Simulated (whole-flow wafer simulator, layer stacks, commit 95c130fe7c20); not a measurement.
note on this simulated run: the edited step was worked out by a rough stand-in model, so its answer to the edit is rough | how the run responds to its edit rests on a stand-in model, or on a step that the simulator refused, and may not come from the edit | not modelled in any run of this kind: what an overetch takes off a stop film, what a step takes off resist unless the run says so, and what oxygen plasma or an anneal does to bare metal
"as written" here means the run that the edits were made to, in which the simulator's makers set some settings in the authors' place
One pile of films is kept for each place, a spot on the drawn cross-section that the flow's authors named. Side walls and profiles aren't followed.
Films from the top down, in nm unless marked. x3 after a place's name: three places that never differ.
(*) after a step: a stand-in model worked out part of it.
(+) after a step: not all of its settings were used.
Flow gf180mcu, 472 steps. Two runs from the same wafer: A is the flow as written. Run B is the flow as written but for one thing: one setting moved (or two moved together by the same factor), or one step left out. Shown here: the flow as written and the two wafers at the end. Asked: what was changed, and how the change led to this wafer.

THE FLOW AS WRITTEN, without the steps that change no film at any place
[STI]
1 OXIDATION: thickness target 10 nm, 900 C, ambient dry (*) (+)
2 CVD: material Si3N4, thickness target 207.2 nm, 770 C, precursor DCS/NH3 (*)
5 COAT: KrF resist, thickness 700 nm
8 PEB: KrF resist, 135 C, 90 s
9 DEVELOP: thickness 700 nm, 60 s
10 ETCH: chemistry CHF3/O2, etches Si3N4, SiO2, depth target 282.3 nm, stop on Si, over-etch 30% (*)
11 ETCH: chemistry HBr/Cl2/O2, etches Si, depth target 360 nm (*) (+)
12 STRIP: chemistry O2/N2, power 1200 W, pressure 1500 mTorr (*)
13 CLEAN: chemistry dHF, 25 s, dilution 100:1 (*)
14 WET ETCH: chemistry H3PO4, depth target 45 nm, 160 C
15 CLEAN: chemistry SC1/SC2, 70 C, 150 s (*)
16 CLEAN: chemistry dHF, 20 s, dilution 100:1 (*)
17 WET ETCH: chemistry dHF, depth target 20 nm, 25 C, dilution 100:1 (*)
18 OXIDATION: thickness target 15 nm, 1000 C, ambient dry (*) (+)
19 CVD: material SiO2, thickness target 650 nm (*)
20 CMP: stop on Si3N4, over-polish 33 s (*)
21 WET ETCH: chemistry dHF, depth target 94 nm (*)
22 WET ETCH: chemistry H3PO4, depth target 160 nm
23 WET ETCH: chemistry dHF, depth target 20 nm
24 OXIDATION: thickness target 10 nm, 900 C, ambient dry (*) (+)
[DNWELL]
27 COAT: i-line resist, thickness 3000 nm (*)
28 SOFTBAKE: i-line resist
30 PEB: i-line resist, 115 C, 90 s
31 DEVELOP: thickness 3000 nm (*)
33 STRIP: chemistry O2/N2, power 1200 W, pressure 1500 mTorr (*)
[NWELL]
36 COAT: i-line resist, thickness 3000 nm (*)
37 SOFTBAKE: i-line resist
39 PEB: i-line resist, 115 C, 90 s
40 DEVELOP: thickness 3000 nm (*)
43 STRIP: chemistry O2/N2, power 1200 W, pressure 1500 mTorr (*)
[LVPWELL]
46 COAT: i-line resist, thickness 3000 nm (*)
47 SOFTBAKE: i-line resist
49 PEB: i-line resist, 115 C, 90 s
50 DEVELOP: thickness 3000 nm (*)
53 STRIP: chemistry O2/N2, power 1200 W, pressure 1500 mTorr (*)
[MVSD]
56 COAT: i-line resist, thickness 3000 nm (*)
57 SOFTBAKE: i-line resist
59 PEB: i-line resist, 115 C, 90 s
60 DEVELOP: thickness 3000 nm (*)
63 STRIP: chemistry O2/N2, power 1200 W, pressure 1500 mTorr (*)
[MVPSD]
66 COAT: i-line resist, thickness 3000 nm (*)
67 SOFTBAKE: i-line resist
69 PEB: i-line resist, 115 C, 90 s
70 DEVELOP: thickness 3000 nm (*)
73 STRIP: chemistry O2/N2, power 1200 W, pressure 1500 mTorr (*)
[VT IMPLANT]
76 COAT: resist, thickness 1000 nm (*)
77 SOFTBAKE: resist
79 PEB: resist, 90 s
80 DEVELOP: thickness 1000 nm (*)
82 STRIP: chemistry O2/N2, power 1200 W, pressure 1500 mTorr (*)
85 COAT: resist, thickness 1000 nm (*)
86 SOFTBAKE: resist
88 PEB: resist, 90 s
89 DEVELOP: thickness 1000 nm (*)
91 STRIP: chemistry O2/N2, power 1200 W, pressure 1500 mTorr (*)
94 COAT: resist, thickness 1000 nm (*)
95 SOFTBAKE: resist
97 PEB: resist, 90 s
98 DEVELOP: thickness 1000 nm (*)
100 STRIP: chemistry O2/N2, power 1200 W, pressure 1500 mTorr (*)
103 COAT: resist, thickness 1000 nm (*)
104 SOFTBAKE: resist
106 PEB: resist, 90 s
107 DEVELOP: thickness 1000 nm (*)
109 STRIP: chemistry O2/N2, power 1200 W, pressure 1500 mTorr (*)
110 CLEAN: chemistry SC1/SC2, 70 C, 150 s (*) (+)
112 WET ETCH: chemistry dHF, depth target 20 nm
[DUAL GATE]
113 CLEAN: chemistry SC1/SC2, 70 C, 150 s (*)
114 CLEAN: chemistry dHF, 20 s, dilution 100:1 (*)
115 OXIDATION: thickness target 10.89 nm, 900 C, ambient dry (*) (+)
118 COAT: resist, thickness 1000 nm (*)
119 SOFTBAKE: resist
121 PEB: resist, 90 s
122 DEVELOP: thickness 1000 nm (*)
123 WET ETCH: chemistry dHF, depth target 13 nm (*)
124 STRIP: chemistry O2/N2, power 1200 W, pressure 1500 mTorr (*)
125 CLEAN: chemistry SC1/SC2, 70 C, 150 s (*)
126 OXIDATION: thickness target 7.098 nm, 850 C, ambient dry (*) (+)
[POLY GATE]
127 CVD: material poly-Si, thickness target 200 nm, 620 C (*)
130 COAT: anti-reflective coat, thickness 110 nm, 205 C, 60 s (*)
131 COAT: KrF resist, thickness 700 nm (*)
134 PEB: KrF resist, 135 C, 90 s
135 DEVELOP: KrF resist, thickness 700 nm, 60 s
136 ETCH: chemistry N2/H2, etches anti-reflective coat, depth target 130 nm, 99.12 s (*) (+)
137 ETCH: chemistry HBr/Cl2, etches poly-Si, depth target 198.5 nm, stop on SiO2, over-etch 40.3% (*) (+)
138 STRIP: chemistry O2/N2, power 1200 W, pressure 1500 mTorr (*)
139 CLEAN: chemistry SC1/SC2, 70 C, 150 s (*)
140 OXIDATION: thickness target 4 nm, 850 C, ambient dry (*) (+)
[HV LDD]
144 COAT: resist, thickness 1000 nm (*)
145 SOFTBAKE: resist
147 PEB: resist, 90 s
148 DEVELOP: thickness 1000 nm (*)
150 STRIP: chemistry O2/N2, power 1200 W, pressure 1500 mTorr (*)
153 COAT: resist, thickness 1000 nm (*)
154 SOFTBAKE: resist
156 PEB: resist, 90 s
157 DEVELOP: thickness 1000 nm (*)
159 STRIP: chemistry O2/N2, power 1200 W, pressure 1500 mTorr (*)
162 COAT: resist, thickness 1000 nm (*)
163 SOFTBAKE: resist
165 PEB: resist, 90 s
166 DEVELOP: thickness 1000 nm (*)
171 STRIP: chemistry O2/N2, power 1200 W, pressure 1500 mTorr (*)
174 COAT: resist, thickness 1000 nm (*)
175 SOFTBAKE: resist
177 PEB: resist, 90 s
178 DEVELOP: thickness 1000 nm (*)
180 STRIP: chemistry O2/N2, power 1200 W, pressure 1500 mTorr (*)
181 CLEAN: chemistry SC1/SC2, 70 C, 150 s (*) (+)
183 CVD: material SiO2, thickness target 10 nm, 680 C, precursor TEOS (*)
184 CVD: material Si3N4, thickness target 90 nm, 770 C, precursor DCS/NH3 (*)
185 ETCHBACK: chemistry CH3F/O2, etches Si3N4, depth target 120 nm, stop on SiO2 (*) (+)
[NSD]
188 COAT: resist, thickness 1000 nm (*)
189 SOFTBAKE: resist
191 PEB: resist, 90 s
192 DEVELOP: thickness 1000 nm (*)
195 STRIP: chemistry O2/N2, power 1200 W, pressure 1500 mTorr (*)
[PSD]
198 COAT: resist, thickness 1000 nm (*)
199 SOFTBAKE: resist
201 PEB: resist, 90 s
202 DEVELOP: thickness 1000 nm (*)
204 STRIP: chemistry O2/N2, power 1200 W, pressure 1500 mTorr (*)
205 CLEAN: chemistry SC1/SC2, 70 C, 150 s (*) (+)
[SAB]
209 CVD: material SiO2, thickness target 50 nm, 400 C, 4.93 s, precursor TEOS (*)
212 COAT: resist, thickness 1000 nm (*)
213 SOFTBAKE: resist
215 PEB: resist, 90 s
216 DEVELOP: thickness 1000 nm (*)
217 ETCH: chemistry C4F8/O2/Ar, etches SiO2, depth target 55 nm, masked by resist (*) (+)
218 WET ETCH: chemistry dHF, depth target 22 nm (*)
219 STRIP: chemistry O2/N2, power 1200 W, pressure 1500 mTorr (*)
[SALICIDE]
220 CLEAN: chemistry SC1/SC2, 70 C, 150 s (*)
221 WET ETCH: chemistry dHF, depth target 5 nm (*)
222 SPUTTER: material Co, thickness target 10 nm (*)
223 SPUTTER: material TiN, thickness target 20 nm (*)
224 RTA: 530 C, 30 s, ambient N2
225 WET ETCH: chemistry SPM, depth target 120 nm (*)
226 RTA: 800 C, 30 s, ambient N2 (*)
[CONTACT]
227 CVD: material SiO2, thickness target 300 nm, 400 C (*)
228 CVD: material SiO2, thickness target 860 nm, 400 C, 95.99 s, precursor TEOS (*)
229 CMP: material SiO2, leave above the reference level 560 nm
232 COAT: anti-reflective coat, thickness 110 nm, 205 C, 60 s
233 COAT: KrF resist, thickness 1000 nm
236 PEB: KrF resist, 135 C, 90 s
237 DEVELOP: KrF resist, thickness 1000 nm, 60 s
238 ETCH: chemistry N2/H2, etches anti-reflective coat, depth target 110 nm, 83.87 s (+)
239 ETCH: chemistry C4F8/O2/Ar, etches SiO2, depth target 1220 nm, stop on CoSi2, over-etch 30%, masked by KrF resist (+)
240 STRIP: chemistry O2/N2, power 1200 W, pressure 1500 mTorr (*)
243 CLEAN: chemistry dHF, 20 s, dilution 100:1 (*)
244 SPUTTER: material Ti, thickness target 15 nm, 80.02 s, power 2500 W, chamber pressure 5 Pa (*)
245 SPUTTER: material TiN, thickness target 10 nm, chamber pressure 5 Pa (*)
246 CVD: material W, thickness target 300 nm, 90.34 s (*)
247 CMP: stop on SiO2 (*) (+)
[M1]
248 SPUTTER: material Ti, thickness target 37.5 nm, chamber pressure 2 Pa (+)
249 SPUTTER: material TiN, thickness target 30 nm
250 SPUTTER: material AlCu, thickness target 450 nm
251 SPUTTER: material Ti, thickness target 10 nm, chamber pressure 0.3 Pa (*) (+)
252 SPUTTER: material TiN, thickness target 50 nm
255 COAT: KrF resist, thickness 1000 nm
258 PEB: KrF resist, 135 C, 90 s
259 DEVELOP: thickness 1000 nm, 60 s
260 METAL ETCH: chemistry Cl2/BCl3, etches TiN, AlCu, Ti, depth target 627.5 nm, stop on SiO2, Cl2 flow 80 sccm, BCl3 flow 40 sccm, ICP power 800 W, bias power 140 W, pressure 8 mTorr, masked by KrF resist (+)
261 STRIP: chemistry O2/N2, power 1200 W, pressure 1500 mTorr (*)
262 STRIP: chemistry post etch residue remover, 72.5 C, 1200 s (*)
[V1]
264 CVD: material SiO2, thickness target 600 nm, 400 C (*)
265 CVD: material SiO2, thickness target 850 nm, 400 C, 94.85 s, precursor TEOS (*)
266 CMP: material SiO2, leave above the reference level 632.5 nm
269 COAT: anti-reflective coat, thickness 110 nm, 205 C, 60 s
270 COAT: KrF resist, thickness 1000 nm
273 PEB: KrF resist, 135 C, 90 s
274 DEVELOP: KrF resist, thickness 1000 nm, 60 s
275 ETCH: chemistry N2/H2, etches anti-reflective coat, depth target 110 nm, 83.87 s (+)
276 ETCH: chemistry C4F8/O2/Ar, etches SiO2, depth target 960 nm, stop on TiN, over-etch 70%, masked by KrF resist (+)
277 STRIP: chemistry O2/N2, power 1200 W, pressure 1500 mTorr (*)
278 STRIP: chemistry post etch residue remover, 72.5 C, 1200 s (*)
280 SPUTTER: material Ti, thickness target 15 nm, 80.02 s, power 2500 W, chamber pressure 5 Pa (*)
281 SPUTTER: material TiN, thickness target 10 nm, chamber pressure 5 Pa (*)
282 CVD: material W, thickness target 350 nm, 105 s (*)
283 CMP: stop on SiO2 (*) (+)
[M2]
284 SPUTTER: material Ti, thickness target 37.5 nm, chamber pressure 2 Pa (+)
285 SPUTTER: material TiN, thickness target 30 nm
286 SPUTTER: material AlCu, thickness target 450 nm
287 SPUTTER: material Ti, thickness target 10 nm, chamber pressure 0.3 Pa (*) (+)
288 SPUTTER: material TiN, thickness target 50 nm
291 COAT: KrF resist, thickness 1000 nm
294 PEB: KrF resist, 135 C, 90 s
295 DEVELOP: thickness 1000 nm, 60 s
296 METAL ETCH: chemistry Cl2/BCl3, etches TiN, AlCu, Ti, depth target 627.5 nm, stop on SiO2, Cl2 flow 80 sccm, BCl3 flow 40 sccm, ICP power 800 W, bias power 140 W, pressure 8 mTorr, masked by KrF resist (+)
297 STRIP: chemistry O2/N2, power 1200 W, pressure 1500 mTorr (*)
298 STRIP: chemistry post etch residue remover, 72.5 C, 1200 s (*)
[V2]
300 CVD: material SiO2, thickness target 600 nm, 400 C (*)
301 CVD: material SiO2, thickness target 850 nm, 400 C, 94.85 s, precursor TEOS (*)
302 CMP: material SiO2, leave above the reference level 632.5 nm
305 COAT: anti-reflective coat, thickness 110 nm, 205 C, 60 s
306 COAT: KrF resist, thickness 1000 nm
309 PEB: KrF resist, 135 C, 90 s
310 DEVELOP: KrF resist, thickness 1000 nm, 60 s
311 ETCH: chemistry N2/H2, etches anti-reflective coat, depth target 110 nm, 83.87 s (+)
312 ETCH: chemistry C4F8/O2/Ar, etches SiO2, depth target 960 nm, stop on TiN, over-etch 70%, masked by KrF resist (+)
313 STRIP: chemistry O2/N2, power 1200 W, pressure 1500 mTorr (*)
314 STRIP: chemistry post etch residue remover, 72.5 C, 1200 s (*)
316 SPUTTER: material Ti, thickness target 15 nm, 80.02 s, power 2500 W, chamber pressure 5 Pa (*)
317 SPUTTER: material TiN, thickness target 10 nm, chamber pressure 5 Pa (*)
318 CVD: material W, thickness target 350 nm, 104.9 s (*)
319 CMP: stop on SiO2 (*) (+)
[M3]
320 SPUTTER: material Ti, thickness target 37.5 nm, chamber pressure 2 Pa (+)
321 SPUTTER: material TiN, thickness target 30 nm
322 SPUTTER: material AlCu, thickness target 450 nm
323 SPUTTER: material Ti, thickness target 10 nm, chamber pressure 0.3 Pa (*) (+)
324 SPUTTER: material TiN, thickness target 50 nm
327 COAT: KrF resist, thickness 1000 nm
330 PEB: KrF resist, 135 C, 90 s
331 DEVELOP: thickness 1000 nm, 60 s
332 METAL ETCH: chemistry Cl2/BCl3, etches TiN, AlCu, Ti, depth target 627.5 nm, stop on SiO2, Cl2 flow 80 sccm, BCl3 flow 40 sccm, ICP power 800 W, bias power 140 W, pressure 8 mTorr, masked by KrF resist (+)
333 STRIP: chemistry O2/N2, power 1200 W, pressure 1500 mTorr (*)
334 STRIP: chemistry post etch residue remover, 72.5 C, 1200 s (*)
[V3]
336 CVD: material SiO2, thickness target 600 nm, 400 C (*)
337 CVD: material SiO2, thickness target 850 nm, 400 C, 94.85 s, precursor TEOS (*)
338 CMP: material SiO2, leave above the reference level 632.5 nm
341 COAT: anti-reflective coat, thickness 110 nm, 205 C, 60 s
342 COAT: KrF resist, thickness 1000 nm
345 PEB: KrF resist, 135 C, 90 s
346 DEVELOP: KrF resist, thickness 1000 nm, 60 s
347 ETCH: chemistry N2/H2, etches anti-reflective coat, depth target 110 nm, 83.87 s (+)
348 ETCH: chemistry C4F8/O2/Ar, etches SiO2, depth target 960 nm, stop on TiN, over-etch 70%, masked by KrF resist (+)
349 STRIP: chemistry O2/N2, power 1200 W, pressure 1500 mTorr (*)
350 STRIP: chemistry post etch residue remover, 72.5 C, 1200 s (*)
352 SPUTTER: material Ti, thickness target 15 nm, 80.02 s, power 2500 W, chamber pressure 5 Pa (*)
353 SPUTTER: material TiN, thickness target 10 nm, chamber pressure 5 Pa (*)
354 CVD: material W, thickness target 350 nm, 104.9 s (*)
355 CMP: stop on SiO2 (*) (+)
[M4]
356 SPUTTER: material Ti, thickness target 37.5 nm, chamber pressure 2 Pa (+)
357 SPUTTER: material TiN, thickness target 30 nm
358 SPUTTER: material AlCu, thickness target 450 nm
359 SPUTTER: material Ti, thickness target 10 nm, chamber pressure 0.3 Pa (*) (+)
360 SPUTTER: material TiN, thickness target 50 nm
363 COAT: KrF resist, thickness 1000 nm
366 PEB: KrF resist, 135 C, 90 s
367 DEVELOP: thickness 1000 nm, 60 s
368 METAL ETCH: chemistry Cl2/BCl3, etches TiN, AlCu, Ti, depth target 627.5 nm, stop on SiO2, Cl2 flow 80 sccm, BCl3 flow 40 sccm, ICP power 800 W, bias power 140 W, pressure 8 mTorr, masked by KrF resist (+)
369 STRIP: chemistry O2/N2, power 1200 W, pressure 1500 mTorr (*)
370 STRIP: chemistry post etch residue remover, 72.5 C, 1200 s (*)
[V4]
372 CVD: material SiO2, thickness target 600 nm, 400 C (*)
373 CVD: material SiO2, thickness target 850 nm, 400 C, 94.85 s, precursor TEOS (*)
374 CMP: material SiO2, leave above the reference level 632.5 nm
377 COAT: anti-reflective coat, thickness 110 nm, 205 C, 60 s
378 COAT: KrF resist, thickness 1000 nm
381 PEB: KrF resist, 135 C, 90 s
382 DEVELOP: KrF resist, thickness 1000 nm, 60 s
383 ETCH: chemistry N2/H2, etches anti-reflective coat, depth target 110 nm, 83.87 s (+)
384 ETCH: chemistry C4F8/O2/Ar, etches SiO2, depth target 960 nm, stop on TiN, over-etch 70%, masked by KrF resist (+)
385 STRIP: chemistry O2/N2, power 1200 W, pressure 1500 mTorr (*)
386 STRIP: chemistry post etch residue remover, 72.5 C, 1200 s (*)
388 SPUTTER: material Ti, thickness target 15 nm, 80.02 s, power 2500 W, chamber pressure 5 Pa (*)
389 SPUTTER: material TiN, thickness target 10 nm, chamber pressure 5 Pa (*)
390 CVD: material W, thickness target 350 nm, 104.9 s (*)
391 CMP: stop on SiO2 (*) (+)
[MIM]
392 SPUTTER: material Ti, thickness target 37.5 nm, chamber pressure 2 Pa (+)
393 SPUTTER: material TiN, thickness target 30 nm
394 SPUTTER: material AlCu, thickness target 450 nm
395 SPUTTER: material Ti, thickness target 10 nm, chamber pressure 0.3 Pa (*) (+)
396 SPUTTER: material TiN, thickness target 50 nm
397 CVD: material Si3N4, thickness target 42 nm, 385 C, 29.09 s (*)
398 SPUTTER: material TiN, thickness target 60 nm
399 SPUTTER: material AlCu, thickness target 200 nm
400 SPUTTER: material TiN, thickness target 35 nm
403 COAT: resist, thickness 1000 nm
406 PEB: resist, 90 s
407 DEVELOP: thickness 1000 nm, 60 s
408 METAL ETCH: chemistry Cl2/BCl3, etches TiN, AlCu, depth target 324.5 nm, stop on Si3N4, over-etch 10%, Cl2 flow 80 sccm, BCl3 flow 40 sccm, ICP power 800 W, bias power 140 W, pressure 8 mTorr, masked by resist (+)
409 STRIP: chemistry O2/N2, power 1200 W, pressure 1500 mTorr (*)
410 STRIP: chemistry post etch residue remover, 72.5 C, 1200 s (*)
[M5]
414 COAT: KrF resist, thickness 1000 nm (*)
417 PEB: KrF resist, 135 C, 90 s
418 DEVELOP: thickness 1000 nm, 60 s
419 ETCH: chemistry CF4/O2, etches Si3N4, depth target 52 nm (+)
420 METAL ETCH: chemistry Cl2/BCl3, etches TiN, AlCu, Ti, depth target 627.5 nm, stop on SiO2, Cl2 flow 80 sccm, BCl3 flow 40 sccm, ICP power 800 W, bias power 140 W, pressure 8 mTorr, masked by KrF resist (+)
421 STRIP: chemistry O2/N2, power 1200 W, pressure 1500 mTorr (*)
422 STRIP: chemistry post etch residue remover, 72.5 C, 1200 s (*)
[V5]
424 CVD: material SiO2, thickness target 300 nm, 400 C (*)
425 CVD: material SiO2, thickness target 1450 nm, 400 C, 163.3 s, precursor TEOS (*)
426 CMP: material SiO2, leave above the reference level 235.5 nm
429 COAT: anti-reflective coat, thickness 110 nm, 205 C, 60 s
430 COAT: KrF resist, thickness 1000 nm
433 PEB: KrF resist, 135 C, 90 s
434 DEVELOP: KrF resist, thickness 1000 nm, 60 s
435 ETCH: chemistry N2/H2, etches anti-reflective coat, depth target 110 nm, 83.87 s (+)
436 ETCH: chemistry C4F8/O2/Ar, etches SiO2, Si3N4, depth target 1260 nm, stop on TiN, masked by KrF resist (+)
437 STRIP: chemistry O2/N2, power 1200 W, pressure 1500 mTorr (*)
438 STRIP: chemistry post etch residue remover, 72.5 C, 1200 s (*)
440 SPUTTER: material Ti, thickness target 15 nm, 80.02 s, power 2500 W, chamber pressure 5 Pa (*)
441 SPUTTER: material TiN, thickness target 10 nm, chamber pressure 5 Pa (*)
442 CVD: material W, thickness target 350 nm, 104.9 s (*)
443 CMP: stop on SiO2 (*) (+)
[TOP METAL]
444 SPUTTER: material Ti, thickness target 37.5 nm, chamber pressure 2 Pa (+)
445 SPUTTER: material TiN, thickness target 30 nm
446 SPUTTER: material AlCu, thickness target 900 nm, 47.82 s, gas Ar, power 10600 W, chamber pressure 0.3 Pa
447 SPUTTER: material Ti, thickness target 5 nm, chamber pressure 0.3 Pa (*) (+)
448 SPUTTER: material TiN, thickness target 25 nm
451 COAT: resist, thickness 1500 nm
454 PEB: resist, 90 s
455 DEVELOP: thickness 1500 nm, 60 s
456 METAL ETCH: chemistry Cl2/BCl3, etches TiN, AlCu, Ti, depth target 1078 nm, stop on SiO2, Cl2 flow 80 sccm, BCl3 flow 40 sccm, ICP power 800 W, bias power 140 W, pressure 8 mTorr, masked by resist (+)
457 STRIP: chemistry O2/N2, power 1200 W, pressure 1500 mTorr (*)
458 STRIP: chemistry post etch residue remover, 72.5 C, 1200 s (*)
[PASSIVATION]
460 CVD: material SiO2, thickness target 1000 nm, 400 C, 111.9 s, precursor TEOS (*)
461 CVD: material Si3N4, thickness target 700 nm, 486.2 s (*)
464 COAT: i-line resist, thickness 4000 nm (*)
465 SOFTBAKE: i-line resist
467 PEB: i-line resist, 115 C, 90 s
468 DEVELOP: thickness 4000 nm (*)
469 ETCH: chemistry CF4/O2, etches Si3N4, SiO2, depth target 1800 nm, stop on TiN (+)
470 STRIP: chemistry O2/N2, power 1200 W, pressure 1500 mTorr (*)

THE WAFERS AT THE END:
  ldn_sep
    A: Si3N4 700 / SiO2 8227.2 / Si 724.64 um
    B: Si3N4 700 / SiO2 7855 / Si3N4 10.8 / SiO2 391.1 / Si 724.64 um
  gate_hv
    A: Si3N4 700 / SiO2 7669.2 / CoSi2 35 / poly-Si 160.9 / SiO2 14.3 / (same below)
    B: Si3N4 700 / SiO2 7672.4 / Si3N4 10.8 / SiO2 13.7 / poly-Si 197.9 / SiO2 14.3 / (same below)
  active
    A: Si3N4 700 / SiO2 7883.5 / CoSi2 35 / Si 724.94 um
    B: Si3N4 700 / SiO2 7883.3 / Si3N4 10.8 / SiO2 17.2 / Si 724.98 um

The cause: step 184, CVD: thickness target 135 nm was run, where the flow has thickness target 90 nm.

How the change led to this, step by step:
  184 CVD: material Si3N4, thickness target 90 nm, 770 C, precursor DCS/NH3 (*)
      field, field__w1, field__w2 and 101 more: A Si3N4 +90 (new film) | B Si3N4 +135 (new film)
  185 ETCHBACK: chemistry CH3F/O2, etches Si3N4, depth target 120 nm, stop on SiO2 (*) (+)
      field, field__w1, field__w2 and 100 more: A Si3N4 -90 (all of it), SiO2 -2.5 | B Si3N4 -120
  188 COAT: resist, thickness 1000 nm (*)
      spacer: A resist +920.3 (new film) | B resist +893.2 (new film)
  189 SOFTBAKE: resist
      field__w9: A resist +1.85 | B resist -1.04
      nw_enc_fld_lv: A resist +0.58 | B resist +1.71
  191 PEB: resist, 90 s
      spacer: A resist -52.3 | B resist -50.7
  192 DEVELOP: thickness 1000 nm (*)
      spacer: A resist -868 (all of it) | B resist -842.5 (all of it)
  198 COAT: resist, thickness 1000 nm (*)
      spacer: A resist +920.3 (new film) | B resist +893.2 (new film)
  199 SOFTBAKE: resist
      field__w9: A resist +1.85 | B resist -1.04
      nw_enc_fld_lv: A resist +0.58 | B resist +1.71
  201 PEB: resist, 90 s
      spacer: A resist -52.3 | B resist -50.7
  204 STRIP: chemistry O2/N2, power 1200 W, pressure 1500 mTorr (*)
      spacer: A resist -868 (all of it) | B resist -842.5 (all of it)
  205 CLEAN: chemistry SC1/SC2, 70 C, 150 s (*) (+)
      field, field__w1, field__w2 and 105 more: A SiO2 -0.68 | B Si3N4 -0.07
  209 CVD: material SiO2, thickness target 50 nm, 400 C, 4.93 s, precursor TEOS (*)
      field, field__w7, field__w8 and 73 more: A SiO2 +50 | B SiO2 +50 (new film)
      field_sub__w1, field_sub__w3, field_sub__w4, field_sub__w5, ld_drift_n: A SiO2 +48.9 | B SiO2 +48.8 (new film)
      (and at 27 more places)
  212 COAT: resist, thickness 1000 nm (*)
      spacer: A resist +919.2 (new film) | B resist +892.3 (new film)
  213 SOFTBAKE: resist
      field_sub__w2: A resist +0.91 | B resist +2.77
  215 PEB: resist, 90 s
      spacer: A resist -52.3 | B resist -50.7
  216 DEVELOP: thickness 1000 nm (*)
      spacer: A resist -866.9 (all of it) | B resist -841.7 (all of it)
  ... 17 more steps ...
  471 ANNEAL: 400 C, 1800 s, ambient N2/H2
      polyc_n, polyc_p: A nothing | B under 9 films: void +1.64 (new film), Ti -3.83, TiSi first +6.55 (new film), poly-Si -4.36
      contact: A nothing | B under 49 films: void +1.62 (new film), Ti -3.83, TiSi first +6.55 (new film), Si -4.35
Counting metal films that touch as one body, gate_hv has 0 bodies; the flow as written gives 1 body.
Counting metal films that touch as one body, active has 0 bodies; the flow as written gives 1 body.
